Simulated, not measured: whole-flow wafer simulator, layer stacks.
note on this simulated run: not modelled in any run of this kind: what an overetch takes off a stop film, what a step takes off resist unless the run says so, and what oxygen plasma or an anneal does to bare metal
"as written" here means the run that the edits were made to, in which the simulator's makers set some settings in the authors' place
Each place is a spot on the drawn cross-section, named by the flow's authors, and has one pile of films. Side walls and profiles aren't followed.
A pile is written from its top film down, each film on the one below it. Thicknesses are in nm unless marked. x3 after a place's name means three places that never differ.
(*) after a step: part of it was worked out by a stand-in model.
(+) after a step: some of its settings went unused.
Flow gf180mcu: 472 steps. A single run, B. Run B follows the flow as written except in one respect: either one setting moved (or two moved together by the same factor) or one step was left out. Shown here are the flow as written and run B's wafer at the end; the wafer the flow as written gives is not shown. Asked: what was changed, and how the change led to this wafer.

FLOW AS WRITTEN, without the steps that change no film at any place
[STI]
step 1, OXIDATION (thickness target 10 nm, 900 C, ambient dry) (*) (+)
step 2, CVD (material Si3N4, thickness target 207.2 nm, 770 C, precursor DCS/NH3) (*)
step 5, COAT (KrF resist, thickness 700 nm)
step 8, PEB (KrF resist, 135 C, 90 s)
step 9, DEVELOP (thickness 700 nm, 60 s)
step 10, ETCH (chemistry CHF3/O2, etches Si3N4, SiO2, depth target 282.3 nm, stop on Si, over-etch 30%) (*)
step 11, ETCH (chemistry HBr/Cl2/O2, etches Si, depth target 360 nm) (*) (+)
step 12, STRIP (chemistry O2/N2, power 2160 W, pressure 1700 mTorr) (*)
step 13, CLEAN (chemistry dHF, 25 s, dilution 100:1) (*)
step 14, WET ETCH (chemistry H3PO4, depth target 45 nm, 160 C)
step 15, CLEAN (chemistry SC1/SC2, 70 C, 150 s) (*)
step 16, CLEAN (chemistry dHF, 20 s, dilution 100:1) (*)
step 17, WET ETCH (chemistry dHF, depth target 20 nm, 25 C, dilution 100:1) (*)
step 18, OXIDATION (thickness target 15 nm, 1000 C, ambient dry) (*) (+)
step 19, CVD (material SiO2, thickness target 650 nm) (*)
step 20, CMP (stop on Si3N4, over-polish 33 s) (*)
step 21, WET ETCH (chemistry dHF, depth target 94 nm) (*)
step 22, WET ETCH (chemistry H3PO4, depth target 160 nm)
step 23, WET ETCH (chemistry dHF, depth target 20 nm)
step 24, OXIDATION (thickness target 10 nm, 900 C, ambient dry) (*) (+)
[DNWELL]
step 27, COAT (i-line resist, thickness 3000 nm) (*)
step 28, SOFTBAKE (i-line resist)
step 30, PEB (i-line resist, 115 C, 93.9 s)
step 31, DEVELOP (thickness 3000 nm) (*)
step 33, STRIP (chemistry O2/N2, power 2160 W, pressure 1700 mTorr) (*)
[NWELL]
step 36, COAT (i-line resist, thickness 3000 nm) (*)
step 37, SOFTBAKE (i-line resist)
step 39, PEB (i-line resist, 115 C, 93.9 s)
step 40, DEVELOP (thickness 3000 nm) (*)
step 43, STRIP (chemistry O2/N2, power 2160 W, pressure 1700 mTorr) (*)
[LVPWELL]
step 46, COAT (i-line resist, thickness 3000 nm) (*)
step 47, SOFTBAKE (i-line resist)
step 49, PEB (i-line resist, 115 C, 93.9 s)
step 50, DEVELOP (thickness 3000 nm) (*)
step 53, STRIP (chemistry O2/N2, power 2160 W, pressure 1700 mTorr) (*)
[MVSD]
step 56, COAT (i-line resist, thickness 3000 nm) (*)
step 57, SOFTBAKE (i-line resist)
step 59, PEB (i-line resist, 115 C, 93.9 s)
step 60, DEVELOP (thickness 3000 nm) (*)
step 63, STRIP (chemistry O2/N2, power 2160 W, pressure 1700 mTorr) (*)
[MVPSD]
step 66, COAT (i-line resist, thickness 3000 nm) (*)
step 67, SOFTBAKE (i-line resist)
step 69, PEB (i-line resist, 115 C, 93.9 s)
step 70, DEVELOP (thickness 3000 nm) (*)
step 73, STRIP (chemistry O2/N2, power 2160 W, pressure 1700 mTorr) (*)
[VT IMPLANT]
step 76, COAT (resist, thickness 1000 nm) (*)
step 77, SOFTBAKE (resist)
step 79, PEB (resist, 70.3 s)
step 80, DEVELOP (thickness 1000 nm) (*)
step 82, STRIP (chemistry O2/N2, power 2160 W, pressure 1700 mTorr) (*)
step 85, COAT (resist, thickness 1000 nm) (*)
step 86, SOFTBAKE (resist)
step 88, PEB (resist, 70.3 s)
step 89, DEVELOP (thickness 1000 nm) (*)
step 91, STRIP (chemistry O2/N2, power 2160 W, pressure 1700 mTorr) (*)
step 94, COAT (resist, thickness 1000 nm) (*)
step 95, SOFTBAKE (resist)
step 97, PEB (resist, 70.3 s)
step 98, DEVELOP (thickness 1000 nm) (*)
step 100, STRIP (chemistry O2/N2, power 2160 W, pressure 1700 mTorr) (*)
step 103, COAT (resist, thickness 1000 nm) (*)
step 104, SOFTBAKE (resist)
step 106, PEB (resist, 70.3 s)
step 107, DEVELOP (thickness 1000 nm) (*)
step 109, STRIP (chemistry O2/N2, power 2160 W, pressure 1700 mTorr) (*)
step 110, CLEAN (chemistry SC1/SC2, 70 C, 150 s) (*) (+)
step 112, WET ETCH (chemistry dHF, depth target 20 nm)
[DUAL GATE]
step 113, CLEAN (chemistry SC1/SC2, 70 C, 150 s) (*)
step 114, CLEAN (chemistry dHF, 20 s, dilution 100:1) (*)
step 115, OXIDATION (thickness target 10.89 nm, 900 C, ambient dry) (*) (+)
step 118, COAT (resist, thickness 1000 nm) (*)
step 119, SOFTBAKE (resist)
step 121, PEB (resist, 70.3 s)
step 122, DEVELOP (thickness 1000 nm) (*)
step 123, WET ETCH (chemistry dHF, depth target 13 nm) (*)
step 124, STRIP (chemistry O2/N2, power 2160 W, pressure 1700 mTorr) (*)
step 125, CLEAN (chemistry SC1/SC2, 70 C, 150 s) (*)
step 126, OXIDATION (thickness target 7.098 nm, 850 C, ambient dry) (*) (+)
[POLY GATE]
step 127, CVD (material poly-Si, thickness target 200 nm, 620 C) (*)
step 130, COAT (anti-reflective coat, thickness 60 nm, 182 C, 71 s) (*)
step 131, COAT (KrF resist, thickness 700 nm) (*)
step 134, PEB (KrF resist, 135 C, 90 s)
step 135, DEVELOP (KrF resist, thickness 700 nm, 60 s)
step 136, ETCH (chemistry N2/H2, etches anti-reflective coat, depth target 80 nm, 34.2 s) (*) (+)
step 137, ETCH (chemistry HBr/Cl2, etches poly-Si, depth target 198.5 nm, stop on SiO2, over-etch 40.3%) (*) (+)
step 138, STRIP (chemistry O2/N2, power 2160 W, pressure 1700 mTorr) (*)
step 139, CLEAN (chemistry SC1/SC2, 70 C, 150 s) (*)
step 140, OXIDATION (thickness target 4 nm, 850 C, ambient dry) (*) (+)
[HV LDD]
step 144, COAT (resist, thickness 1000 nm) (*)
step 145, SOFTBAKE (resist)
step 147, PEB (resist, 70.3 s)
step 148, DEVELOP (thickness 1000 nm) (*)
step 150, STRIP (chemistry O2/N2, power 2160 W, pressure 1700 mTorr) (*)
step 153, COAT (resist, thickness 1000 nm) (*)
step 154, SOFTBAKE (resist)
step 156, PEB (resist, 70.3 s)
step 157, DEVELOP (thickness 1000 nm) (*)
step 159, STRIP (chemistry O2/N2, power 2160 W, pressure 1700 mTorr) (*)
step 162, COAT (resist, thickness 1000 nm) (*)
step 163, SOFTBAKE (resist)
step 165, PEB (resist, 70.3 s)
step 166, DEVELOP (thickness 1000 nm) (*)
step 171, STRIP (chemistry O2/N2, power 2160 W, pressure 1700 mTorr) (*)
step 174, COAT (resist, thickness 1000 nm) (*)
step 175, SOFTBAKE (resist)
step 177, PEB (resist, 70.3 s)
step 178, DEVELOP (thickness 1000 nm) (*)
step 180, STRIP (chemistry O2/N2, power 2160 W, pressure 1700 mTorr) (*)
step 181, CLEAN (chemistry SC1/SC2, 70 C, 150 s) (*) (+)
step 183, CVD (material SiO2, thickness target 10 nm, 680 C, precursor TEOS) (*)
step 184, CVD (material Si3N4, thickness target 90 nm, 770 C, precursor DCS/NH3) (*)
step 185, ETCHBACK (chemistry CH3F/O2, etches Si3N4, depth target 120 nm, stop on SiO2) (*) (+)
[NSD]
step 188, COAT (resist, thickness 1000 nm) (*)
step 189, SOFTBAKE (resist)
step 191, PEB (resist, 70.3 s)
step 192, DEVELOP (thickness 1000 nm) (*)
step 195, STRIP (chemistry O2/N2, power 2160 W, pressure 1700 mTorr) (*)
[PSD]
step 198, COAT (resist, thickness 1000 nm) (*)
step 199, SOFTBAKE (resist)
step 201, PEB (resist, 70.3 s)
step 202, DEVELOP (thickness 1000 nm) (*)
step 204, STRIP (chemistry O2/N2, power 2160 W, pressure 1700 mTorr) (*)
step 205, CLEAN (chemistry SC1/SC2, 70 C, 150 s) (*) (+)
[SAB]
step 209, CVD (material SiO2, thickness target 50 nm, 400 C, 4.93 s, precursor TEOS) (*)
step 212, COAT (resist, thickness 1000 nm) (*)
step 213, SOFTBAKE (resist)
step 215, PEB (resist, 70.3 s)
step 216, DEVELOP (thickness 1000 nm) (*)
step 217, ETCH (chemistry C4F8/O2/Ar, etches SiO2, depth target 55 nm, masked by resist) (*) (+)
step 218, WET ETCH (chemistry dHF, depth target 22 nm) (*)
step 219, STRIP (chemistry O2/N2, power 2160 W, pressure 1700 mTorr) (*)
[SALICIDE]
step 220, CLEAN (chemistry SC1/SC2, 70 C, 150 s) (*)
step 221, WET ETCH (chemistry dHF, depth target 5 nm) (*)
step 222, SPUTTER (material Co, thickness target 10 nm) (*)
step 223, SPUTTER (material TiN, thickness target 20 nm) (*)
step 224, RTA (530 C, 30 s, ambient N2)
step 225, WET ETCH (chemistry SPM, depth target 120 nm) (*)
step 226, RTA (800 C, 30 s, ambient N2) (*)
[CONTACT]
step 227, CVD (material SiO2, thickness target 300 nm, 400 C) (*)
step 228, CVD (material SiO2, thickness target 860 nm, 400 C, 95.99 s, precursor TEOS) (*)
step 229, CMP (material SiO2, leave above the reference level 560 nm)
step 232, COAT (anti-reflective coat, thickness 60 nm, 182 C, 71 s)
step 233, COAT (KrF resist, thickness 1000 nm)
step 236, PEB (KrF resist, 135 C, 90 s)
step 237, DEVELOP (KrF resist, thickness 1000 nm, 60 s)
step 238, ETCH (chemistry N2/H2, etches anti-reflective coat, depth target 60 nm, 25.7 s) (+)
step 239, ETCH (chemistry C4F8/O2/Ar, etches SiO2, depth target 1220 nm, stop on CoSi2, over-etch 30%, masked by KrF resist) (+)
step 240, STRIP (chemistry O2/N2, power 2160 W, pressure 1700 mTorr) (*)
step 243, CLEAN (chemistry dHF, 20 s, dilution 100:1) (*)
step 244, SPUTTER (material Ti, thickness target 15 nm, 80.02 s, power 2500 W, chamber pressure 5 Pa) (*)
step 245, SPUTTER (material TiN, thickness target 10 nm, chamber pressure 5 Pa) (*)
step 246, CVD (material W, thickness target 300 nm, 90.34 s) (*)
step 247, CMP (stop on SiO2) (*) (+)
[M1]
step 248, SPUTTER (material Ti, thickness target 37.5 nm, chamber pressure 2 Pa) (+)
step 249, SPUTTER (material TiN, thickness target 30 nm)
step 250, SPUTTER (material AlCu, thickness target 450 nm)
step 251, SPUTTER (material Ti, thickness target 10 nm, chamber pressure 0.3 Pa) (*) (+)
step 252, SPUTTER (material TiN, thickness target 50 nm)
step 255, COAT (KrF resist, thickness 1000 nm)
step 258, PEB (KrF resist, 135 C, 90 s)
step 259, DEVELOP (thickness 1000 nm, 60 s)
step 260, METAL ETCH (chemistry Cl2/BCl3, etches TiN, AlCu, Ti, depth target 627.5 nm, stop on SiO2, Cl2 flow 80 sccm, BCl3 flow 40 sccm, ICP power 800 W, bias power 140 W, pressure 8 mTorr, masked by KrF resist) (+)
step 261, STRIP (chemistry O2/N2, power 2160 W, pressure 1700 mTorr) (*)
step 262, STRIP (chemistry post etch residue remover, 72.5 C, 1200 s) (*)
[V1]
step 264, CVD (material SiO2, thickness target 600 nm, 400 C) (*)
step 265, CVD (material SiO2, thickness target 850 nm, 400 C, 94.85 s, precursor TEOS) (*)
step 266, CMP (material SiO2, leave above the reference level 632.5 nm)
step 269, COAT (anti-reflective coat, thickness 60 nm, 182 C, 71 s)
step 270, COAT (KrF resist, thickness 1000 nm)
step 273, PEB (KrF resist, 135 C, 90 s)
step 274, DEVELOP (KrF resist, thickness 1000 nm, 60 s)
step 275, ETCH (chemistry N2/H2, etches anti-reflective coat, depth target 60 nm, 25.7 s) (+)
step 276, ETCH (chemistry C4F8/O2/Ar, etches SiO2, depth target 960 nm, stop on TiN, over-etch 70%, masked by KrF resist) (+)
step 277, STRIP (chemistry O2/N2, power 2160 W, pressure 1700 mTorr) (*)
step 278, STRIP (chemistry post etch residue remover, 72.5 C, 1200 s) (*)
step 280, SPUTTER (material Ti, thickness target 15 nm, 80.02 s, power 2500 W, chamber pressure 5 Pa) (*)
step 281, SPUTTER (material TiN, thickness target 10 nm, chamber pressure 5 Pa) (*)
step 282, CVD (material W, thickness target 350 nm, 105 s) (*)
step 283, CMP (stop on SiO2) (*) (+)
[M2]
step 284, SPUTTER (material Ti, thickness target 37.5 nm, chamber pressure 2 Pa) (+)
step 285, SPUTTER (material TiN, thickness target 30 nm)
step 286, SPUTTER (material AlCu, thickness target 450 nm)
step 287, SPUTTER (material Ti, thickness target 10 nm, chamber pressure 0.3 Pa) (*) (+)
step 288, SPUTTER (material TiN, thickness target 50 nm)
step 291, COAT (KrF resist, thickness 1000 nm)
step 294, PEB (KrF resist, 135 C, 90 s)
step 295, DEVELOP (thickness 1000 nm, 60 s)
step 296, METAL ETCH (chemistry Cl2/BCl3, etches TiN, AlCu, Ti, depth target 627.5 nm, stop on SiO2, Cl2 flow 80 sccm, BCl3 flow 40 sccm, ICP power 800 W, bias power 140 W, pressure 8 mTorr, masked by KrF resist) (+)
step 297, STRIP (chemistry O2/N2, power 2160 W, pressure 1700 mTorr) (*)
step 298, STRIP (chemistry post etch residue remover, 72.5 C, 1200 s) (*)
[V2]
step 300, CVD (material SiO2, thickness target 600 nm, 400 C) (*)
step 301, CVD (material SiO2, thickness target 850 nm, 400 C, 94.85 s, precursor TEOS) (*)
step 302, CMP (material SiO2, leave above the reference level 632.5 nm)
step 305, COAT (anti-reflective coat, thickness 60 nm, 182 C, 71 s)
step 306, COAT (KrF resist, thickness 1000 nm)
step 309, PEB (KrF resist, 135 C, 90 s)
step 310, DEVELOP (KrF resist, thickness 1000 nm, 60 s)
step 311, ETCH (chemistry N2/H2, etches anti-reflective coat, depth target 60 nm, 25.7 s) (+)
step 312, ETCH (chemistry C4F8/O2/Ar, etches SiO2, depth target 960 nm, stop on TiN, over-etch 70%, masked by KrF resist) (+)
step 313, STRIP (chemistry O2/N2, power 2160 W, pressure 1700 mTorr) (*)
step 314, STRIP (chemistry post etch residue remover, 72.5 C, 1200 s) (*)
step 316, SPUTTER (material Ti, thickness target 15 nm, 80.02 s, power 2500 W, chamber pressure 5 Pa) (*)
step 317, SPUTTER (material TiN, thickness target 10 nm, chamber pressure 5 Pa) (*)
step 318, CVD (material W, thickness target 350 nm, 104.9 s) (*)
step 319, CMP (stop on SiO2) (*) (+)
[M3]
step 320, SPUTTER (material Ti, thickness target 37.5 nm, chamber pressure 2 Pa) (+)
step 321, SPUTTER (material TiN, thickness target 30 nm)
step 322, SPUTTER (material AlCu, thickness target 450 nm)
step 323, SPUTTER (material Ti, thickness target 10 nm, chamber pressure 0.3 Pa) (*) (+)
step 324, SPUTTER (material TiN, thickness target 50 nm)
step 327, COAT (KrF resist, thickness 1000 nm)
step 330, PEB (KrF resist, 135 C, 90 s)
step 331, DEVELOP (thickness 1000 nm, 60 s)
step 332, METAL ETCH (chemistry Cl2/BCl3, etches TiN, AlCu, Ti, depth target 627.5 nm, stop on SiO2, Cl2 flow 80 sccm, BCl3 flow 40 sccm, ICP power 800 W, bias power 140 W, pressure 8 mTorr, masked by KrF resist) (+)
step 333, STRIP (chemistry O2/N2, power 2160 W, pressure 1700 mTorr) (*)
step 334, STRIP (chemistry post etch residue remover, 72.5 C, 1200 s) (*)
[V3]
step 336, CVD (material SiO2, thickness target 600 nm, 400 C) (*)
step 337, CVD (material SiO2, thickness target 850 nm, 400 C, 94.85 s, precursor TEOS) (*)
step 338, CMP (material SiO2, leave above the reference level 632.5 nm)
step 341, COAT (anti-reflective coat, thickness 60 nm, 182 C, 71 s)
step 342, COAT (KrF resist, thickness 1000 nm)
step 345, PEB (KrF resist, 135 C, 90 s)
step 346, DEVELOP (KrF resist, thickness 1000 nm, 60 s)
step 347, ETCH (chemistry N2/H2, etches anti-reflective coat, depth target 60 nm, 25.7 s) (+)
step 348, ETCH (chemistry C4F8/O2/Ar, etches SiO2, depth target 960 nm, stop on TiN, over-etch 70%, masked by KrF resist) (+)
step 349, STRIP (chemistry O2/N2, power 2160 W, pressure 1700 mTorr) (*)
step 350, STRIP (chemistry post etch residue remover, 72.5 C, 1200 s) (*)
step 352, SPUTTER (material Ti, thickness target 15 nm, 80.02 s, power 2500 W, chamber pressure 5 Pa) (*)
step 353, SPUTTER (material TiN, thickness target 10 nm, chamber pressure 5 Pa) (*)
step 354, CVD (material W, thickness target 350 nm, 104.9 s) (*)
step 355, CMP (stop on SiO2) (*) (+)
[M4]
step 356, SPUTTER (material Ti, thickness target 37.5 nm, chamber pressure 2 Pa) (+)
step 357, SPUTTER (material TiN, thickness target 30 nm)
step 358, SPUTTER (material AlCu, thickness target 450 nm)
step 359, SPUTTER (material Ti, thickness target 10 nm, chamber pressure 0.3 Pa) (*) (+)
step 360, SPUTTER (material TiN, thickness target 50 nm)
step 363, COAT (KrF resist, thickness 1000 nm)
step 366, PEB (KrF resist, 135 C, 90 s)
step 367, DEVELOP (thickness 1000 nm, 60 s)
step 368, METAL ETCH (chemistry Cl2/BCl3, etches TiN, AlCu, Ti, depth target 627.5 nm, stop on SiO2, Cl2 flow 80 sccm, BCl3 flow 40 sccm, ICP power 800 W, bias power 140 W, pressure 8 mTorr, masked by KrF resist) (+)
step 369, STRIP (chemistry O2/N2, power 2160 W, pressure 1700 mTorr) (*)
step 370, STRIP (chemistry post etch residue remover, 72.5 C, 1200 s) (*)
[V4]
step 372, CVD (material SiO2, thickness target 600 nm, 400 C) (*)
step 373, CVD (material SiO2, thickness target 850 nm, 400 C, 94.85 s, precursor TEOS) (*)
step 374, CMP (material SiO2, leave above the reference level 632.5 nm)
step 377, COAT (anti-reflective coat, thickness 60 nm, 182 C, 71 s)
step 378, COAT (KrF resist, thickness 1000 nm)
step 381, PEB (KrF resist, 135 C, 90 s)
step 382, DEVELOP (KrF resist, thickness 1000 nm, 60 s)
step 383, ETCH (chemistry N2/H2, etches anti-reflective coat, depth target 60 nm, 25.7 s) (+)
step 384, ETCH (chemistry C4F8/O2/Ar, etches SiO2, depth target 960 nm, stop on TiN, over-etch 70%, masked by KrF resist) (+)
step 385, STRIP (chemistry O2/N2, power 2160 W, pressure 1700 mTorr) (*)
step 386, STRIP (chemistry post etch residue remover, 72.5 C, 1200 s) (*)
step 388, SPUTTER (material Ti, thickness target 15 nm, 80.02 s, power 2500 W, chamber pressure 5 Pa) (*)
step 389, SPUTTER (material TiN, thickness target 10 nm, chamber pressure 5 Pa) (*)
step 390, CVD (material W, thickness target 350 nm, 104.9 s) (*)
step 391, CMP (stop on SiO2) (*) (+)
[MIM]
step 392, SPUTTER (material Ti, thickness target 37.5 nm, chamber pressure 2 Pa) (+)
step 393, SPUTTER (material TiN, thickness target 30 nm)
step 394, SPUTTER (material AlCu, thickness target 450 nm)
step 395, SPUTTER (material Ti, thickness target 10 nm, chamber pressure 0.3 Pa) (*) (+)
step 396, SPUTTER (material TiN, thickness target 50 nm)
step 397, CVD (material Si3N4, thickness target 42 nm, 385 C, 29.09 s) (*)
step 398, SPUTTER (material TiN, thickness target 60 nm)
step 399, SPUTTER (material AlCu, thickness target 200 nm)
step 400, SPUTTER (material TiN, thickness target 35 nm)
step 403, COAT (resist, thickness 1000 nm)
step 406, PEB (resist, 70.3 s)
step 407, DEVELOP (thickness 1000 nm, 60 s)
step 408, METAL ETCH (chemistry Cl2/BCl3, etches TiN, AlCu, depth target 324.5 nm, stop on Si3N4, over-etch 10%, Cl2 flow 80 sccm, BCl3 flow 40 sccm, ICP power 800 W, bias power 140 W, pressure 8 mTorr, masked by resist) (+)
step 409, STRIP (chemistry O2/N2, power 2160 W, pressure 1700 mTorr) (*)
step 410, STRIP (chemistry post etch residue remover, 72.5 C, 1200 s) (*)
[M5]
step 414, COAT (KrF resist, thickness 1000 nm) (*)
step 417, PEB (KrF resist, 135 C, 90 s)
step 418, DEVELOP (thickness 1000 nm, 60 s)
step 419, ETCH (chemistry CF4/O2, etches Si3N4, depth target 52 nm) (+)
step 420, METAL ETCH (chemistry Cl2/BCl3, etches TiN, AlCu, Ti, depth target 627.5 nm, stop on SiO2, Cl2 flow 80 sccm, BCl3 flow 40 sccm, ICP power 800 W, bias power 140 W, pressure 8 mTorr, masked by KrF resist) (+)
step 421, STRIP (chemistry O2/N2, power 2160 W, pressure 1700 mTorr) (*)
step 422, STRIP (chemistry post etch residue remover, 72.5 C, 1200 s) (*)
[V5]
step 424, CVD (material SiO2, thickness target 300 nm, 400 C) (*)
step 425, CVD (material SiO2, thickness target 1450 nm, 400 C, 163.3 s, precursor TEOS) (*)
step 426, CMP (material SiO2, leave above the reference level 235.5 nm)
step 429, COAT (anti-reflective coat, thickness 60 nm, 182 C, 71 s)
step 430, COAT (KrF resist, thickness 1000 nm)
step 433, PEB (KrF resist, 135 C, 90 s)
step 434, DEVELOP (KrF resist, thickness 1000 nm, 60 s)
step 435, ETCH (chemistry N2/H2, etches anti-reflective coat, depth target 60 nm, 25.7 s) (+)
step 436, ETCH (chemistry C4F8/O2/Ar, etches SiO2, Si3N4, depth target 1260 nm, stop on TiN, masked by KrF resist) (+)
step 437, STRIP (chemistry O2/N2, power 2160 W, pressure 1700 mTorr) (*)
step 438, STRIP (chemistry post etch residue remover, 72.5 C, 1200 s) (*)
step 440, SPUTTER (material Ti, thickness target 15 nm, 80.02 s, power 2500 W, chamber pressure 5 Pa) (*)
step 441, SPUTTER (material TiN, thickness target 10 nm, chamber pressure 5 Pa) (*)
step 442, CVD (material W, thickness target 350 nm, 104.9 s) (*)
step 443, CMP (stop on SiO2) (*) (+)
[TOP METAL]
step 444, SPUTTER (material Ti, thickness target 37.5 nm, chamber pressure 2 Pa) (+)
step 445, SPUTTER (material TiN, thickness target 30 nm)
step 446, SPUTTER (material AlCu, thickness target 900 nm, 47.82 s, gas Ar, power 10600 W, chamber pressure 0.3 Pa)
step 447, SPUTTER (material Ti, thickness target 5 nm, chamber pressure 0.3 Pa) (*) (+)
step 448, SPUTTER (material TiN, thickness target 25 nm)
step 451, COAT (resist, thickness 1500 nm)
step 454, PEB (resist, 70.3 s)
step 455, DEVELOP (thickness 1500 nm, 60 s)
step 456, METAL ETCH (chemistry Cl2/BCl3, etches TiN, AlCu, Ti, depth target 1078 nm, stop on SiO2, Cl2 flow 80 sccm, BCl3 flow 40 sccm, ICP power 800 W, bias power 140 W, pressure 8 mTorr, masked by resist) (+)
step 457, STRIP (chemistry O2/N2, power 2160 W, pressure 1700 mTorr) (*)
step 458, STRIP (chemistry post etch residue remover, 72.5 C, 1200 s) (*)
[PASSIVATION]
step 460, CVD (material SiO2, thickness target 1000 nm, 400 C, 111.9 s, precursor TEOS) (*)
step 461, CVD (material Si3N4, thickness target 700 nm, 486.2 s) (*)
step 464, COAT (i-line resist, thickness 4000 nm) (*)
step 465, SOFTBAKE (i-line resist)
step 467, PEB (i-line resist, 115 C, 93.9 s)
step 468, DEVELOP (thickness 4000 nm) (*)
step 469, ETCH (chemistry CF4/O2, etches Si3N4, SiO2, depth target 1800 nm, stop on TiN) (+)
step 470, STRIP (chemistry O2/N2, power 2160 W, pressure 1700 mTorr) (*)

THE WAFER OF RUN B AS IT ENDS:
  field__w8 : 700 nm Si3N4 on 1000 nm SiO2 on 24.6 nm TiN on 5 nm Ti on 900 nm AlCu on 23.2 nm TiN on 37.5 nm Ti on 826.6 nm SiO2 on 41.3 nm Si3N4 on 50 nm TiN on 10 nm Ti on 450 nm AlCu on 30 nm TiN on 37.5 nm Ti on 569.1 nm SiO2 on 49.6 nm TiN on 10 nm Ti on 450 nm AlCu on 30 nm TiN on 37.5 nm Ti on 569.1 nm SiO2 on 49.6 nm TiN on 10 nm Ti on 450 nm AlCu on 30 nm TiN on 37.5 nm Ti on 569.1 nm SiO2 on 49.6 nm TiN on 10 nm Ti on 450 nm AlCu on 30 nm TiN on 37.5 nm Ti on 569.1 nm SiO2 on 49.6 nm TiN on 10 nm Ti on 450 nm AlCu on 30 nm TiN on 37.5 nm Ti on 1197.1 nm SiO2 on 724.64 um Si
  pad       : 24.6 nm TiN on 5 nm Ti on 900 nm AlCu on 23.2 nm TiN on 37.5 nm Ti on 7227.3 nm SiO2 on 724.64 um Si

The reason: step 445, SPUTTER: thickness target 23.2 nm was run, whereas the flow has thickness target 30 nm.
One can read it off the wafer: field__w8 has TiN 23.2, and step 445 as written asks for 30 nm.

How this came from the change, step by step:
  step 445, SPUTTER (material TiN, thickness target 30 nm)
      field, field__w1, field__w2 and 109 more: +23.2 TiN (new film) (it would be, as written: +30 TiN (new film))
  step 456, METAL ETCH (chemistry Cl2/BCl3, etches TiN, AlCu, Ti, depth target 1078 nm, stop on SiO2, Cl2 flow 80 sccm, BCl3 flow 40 sccm, ICP power 800 W, bias power 140 W, pressure 8 mTorr, masked by resist) (+)
      field, field__w1, field__w2 and 103 more: -25 TiN (all of it), -5 Ti (all of it), -900 AlCu (all of it), -23.2 TiN (all of it), -37.5 Ti (all of it) (it would be, as written: -25 TiN (all of it), -5 Ti (all of it), -900 AlCu (all of it), -30 TiN (all of it), -37.5 Ti (all of it))
